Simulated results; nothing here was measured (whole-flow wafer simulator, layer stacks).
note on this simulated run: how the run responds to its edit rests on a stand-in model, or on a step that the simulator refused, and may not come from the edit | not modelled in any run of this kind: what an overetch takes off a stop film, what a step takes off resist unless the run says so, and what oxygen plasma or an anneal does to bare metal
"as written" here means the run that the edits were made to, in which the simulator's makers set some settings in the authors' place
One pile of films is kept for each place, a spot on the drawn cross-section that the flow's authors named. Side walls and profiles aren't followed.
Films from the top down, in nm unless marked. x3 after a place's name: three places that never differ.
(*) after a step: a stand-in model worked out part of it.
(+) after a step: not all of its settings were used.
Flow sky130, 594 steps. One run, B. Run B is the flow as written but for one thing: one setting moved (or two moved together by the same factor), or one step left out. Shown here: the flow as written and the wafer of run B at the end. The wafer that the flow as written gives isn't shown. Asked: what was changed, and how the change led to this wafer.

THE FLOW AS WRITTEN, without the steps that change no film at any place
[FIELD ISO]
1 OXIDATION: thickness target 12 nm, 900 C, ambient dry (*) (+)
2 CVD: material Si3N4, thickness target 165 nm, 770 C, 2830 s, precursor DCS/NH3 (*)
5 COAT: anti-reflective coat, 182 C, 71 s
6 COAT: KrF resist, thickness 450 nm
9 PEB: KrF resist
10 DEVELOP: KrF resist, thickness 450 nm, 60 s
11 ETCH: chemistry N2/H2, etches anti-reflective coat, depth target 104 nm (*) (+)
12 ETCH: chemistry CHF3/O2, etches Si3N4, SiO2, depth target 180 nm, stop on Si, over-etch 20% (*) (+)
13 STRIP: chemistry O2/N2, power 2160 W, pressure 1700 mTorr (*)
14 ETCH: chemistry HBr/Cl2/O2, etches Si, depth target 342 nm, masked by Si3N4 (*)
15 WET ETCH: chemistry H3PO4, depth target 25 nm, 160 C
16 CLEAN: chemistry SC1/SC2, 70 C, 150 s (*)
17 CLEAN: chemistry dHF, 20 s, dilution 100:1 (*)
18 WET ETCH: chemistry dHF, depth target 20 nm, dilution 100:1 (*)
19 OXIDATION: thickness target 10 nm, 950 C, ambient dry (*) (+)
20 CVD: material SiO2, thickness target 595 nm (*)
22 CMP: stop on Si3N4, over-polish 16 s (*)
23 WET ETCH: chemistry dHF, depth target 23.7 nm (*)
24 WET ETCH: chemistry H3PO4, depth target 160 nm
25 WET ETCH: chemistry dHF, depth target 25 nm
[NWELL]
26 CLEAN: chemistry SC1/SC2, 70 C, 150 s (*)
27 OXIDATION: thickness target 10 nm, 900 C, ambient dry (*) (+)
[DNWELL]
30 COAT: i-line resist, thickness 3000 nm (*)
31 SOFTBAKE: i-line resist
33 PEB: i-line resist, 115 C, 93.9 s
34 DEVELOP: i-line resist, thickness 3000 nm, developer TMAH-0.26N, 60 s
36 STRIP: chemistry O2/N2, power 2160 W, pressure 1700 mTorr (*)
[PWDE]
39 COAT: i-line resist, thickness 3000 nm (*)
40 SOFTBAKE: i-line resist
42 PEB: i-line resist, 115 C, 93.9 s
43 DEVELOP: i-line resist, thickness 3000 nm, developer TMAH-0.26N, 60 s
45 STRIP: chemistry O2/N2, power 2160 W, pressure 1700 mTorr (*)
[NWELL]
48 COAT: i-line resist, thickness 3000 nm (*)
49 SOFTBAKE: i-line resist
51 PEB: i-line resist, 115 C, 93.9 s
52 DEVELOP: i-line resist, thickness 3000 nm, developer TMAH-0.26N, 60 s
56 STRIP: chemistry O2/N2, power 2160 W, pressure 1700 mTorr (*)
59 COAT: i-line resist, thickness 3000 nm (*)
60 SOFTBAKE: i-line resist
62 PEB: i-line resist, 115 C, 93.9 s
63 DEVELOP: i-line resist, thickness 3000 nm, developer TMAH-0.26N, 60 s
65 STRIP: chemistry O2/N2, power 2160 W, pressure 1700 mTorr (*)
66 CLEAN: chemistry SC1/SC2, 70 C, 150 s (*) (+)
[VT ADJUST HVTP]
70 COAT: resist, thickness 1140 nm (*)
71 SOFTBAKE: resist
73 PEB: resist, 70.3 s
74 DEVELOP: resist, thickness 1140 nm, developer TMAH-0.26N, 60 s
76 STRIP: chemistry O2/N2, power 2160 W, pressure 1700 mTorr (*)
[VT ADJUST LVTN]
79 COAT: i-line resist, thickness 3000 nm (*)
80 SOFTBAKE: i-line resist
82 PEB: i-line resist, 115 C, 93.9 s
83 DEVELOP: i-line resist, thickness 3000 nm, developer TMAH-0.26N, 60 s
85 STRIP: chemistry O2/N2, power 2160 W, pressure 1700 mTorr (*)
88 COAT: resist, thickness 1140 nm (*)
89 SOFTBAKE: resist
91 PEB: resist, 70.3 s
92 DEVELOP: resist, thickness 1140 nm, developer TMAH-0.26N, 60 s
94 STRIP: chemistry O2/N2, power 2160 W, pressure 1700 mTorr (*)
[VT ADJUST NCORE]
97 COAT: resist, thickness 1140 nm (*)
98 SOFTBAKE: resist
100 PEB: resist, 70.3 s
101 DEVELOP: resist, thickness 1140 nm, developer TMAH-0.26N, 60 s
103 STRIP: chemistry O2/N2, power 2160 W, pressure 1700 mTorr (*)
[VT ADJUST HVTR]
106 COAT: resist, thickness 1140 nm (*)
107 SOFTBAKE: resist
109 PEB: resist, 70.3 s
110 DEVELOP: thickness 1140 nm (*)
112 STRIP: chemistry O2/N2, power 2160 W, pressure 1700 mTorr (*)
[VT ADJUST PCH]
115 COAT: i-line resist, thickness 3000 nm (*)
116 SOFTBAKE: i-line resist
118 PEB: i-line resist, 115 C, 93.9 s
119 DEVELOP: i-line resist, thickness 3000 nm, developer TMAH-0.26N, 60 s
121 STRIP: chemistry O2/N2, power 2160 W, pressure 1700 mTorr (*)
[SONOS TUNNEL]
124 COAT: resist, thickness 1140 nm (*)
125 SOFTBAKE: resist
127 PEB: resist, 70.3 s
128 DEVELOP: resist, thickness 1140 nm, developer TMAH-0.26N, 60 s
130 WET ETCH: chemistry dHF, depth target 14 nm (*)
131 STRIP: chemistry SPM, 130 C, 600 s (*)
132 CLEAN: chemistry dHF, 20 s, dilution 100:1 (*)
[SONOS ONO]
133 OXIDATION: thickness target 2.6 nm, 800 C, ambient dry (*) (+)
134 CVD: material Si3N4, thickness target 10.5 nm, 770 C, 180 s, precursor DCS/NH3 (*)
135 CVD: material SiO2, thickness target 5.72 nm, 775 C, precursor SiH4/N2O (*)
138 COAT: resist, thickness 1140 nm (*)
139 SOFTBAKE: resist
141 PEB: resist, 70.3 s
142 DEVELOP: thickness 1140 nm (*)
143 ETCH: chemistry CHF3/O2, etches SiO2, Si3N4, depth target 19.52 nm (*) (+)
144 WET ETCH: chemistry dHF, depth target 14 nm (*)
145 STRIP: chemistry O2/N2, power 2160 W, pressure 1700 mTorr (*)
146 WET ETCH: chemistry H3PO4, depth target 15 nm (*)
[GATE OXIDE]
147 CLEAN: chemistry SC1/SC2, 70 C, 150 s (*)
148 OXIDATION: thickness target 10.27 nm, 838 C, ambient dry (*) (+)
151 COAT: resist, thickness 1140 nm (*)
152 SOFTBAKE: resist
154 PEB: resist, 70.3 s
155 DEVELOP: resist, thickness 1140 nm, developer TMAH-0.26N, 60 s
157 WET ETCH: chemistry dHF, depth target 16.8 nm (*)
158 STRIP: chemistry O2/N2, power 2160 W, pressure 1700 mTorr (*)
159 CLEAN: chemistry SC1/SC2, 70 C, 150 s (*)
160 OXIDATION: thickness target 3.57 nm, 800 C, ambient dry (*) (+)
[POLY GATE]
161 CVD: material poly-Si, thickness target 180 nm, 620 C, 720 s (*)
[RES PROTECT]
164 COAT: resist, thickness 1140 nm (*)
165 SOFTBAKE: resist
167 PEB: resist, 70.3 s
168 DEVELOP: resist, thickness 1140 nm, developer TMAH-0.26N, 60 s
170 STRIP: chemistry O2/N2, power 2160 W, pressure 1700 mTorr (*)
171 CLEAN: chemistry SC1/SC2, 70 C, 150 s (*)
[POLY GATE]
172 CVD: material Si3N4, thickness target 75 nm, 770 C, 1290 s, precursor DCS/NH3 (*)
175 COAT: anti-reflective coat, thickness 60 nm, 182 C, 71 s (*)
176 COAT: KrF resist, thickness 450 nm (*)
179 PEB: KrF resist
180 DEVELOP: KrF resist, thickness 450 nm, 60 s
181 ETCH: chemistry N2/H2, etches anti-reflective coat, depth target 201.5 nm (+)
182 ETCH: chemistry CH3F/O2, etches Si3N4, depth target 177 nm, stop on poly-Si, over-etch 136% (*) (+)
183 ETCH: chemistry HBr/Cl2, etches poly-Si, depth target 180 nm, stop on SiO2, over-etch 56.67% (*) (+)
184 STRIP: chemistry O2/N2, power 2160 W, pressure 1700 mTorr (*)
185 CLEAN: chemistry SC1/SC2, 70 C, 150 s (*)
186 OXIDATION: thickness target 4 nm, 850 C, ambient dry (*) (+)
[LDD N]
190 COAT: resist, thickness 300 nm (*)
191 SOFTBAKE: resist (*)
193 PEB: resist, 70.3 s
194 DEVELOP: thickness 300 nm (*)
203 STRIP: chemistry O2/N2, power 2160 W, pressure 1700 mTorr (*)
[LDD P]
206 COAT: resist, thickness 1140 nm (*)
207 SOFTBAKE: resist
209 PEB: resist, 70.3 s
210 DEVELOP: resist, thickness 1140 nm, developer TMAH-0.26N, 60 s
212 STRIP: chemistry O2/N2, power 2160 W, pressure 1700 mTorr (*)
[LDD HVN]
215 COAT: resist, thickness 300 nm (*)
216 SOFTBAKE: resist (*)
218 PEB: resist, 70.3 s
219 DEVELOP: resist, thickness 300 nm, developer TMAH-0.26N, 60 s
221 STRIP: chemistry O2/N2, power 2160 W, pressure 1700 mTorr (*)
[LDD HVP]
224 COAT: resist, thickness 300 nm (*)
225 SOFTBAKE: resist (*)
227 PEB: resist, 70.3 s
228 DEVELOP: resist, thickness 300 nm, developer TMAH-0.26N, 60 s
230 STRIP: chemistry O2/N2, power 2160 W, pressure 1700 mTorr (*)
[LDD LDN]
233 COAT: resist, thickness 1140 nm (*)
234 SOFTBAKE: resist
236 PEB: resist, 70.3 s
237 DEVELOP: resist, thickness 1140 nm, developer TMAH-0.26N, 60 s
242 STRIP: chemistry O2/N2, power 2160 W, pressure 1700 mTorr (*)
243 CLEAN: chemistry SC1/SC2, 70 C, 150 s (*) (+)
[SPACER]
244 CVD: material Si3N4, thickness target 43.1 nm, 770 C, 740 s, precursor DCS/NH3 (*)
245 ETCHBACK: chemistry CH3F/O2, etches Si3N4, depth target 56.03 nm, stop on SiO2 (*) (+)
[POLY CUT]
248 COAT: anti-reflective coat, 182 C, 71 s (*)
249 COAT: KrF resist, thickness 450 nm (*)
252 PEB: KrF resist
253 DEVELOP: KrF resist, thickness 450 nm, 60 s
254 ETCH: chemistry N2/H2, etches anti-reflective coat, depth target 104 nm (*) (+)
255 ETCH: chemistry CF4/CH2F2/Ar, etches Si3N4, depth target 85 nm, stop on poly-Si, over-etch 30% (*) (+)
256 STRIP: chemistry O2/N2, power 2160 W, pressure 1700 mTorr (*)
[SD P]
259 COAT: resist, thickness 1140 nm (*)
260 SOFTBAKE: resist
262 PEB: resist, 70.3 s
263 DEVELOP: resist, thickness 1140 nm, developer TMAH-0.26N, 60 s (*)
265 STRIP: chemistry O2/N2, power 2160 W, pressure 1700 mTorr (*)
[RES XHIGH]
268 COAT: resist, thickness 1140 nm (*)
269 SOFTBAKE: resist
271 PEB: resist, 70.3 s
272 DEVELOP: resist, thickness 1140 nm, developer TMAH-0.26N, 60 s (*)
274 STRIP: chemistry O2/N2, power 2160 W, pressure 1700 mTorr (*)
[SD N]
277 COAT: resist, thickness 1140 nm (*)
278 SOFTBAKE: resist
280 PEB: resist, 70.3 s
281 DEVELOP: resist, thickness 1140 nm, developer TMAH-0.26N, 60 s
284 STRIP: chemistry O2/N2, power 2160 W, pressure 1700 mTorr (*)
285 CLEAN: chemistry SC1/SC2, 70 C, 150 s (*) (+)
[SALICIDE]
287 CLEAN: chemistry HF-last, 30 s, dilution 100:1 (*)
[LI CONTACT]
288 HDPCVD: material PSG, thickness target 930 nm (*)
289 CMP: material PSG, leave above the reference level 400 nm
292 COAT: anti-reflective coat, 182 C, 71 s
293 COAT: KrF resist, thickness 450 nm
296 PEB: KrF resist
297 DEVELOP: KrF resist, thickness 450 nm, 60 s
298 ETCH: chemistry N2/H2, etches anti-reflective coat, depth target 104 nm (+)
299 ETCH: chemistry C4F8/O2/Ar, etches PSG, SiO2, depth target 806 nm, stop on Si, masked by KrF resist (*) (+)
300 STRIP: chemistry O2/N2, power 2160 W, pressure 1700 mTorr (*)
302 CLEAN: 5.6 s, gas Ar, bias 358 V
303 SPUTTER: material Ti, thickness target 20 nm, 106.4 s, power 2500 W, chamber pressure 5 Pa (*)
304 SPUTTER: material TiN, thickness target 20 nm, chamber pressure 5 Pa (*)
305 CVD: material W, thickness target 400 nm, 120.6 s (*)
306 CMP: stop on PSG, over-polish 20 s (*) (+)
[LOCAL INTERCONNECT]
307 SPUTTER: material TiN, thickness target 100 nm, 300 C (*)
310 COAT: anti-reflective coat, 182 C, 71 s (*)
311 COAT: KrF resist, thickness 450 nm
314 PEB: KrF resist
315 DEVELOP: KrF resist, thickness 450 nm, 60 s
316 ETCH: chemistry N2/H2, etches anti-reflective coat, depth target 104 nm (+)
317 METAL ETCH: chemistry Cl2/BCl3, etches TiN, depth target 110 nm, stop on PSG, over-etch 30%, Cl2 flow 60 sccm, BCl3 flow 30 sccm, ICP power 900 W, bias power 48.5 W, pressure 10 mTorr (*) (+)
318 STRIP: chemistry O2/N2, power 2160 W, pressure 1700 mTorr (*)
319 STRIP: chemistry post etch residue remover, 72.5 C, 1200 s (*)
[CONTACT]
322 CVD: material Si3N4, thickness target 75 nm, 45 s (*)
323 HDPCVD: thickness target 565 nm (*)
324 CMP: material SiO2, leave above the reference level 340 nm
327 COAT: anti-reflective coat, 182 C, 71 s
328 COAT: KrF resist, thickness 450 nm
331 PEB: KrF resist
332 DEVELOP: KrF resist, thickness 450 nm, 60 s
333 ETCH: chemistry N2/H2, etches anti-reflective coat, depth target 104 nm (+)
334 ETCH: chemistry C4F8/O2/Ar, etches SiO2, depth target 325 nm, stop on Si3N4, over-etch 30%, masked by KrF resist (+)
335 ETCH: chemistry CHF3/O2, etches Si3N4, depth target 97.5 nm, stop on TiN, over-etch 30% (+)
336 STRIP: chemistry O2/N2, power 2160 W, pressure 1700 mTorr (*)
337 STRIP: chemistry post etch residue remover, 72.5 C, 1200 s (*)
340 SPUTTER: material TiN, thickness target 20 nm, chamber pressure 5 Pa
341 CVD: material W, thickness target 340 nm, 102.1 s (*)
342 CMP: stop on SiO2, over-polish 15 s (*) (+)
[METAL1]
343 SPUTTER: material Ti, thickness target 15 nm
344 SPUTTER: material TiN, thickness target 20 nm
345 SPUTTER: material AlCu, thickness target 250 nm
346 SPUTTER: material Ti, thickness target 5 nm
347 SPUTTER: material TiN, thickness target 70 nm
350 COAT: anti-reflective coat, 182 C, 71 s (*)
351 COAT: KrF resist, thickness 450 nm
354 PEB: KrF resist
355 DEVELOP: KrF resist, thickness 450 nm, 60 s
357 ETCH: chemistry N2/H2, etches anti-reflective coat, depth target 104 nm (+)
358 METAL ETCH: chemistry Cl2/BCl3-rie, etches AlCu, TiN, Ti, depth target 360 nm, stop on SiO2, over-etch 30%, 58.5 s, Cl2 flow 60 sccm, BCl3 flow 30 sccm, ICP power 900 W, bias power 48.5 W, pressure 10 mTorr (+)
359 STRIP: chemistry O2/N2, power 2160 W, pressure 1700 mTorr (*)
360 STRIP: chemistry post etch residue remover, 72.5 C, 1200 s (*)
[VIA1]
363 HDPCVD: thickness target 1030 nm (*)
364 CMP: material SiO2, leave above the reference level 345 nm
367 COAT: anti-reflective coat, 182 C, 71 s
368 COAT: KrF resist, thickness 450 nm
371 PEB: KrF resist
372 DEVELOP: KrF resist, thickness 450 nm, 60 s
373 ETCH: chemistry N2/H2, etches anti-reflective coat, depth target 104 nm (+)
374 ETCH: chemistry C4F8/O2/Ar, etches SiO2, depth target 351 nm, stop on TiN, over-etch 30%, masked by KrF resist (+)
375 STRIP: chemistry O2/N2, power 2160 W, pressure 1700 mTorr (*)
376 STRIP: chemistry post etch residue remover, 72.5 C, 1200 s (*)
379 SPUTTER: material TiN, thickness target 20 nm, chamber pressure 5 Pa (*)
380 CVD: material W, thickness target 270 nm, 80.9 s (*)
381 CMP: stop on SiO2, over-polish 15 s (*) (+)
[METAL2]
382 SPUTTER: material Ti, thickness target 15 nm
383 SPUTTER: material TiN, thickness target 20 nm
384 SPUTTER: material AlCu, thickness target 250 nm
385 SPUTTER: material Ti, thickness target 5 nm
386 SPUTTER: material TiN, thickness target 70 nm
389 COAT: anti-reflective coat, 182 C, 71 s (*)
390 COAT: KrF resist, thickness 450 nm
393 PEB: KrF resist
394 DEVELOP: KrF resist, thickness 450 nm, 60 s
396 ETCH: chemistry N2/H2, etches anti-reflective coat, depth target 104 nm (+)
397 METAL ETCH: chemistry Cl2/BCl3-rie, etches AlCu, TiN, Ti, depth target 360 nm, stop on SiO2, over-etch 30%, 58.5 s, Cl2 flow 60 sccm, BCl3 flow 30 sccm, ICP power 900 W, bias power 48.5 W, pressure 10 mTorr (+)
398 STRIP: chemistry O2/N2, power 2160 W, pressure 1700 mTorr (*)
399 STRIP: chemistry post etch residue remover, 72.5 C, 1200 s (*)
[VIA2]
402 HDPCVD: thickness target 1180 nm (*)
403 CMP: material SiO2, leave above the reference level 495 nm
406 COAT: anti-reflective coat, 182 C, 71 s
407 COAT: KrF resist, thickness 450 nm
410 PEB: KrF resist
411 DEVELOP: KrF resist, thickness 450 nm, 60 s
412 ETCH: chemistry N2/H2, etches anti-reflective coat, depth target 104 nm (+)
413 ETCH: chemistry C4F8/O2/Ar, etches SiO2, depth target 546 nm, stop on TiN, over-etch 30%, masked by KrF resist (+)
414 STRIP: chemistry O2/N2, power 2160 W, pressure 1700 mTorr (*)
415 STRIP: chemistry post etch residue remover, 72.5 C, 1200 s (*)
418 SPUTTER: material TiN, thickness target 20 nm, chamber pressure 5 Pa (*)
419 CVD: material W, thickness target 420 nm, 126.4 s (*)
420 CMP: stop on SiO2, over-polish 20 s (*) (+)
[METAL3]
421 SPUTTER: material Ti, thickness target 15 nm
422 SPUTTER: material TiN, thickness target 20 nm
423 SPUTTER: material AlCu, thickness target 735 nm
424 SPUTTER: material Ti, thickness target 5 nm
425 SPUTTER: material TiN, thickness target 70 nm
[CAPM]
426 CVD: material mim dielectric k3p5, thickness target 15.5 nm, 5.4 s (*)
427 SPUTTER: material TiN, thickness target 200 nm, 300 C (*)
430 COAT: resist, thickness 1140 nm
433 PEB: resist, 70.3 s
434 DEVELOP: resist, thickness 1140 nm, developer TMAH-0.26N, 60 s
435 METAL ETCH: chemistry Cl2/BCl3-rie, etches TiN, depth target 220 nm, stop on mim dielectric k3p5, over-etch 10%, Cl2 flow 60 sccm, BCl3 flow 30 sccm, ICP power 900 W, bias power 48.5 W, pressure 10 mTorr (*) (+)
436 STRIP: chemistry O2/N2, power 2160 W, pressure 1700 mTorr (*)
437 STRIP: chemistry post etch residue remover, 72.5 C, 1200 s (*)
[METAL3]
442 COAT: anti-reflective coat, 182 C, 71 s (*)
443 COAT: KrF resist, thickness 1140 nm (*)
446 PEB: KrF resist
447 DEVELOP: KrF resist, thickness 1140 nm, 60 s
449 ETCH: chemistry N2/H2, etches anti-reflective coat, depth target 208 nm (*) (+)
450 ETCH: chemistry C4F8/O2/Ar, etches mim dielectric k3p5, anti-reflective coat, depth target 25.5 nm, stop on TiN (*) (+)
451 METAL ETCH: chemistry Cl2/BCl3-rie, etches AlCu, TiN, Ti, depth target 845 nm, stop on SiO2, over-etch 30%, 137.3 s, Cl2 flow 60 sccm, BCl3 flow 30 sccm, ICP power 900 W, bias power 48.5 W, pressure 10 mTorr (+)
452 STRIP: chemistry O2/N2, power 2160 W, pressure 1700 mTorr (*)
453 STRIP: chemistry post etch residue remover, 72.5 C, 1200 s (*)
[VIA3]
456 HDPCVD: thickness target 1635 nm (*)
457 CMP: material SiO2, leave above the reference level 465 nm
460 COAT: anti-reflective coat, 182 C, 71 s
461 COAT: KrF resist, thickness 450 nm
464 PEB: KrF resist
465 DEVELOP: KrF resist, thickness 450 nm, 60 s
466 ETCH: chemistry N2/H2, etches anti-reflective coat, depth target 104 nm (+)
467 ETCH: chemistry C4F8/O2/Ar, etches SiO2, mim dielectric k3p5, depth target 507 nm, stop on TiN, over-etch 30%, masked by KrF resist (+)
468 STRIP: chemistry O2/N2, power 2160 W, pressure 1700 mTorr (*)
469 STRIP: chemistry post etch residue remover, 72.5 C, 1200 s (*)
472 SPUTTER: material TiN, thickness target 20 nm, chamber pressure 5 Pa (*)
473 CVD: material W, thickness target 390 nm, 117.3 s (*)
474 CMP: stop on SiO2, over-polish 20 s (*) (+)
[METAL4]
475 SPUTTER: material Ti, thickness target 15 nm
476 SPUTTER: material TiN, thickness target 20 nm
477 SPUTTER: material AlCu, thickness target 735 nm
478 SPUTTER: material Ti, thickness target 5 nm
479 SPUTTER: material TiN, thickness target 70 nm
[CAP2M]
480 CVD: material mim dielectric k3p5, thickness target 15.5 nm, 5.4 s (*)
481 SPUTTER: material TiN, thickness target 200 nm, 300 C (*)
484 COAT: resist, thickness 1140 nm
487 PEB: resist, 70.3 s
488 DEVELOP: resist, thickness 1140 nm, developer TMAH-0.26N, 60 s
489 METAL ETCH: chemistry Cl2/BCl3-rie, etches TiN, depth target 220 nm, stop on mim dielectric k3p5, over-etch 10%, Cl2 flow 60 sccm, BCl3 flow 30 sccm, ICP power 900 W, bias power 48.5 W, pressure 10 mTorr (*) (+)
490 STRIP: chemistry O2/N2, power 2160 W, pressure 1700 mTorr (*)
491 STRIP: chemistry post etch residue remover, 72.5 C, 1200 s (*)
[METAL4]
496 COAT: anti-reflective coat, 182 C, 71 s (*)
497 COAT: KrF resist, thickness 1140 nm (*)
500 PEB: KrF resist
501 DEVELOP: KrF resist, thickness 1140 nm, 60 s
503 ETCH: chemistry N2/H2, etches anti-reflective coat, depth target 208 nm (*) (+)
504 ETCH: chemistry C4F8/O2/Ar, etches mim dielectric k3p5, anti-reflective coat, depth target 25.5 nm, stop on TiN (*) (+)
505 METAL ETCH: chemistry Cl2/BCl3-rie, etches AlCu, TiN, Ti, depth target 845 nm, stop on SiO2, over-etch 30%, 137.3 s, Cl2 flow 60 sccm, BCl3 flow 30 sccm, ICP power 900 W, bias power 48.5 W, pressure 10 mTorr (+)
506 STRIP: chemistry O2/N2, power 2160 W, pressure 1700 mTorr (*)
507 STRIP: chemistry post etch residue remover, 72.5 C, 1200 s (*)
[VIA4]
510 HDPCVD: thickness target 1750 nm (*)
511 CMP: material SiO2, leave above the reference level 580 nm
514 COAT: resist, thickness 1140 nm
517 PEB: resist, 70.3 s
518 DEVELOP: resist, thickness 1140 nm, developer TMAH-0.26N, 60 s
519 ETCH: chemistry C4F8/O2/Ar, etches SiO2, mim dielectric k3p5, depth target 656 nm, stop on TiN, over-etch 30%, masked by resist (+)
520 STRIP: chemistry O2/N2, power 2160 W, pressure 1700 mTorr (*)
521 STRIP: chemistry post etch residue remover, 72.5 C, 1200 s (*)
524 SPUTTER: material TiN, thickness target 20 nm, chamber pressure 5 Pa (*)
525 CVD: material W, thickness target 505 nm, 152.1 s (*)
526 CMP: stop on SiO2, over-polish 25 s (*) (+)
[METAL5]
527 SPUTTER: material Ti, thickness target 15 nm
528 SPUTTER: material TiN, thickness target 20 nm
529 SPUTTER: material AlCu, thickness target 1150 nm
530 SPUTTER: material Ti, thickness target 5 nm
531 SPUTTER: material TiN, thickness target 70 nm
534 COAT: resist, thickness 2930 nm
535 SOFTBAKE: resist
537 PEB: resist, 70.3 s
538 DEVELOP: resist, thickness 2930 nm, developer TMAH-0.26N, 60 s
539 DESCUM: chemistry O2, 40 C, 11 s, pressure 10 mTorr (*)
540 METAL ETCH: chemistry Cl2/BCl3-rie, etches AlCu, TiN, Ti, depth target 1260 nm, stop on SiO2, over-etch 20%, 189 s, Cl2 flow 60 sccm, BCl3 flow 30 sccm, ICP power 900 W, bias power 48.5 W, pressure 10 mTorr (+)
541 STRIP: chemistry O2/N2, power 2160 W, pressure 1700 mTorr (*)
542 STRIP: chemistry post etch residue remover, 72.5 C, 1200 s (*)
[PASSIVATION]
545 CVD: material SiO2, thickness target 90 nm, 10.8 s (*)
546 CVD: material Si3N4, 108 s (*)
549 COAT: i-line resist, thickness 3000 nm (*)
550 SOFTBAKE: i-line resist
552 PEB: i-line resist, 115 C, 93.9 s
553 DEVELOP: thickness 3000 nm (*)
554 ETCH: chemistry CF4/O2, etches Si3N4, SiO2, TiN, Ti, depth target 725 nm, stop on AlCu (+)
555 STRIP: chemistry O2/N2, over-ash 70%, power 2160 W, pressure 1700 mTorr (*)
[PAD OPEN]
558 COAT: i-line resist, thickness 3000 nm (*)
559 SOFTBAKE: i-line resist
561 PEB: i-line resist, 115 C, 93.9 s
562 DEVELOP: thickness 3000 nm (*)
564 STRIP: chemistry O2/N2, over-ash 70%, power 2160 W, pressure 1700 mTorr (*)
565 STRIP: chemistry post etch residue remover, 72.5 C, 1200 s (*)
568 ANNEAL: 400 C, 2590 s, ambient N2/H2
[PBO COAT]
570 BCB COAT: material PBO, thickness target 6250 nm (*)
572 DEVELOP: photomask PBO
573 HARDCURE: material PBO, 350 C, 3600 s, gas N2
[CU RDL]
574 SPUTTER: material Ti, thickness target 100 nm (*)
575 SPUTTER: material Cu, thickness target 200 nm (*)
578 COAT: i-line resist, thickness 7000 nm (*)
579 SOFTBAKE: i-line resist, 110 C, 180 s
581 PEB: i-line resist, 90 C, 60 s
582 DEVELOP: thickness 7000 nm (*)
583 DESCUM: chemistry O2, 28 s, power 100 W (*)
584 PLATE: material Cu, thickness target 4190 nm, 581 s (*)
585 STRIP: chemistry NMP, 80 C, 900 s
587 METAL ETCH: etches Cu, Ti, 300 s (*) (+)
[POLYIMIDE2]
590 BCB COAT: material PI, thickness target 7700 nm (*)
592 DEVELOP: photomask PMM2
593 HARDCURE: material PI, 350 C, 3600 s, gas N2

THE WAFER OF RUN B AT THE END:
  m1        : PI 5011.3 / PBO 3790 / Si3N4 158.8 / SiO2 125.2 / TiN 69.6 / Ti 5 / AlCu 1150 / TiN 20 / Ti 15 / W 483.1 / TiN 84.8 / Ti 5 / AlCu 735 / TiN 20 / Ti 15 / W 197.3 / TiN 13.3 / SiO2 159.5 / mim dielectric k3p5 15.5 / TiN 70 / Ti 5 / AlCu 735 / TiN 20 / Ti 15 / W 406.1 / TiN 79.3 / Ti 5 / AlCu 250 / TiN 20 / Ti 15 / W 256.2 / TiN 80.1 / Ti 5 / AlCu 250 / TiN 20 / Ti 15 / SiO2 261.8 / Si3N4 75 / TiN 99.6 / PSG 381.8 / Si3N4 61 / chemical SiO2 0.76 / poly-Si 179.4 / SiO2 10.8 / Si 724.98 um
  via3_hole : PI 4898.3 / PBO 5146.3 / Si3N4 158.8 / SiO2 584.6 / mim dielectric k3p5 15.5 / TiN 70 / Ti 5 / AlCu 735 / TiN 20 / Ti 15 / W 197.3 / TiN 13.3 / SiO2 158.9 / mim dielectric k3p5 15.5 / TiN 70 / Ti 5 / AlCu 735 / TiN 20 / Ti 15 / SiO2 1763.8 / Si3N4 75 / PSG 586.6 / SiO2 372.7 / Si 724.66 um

The cause: step 467, ETCH: depth target 215 nm was run, where the flow has depth target 507 nm.

How the change led to this, step by step:
  467 ETCH: chemistry C4F8/O2/Ar, etches SiO2, mim dielectric k3p5, depth target 507 nm, stop on TiN, over-etch 30%, masked by KrF resist (+)
      m1: SiO2 -215 (as written it would be: SiO2 -374.5 (all of it), mim dielectric k3p5 -15.5 (all of it))
      via3_hole: SiO2 -215 (as written it would be: SiO2 -373.9 (all of it), mim dielectric k3p5 -15.5 (all of it))
      (and at 190 more places)
  468 STRIP: chemistry O2/N2, power 2160 W, pressure 1700 mTorr (*)
      field, active, n_well and 187 more: KrF resist -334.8 (all of it), anti-reflective coat -80 (all of it) (as written it would be: KrF resist -276.4 (all of it), anti-reflective coat -80 (all of it))
  472 SPUTTER: material TiN, thickness target 20 nm, chamber pressure 5 Pa (*)
      m1, via3_hole: TiN +13.3 (new film) (as written it would be: TiN +10.6)
  473 CVD: material W, thickness target 390 nm, 117.3 s (*)
      m1: W +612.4 (new film) (as written it would be: W +790.5 (new film))
      via3_hole: W +612.4 (new film) (as written it would be: W +789.9 (new film))
Counting metal films that touch as one body, m1 has 3 bodies (between them, from the top down: SiO2 159.5 / mim dielectric k3p5 15.5; SiO2 261.8 / Si3N4 75); the flow as written gives 2 bodies (between them, from the top down: SiO2 261.8 / Si3N4 75).
Counting metal films that touch as one body, via3_hole has 2 bodies (between them, from the top down: SiO2 158.9 / mim dielectric k3p5 15.5); the flow as written gives 1 body.
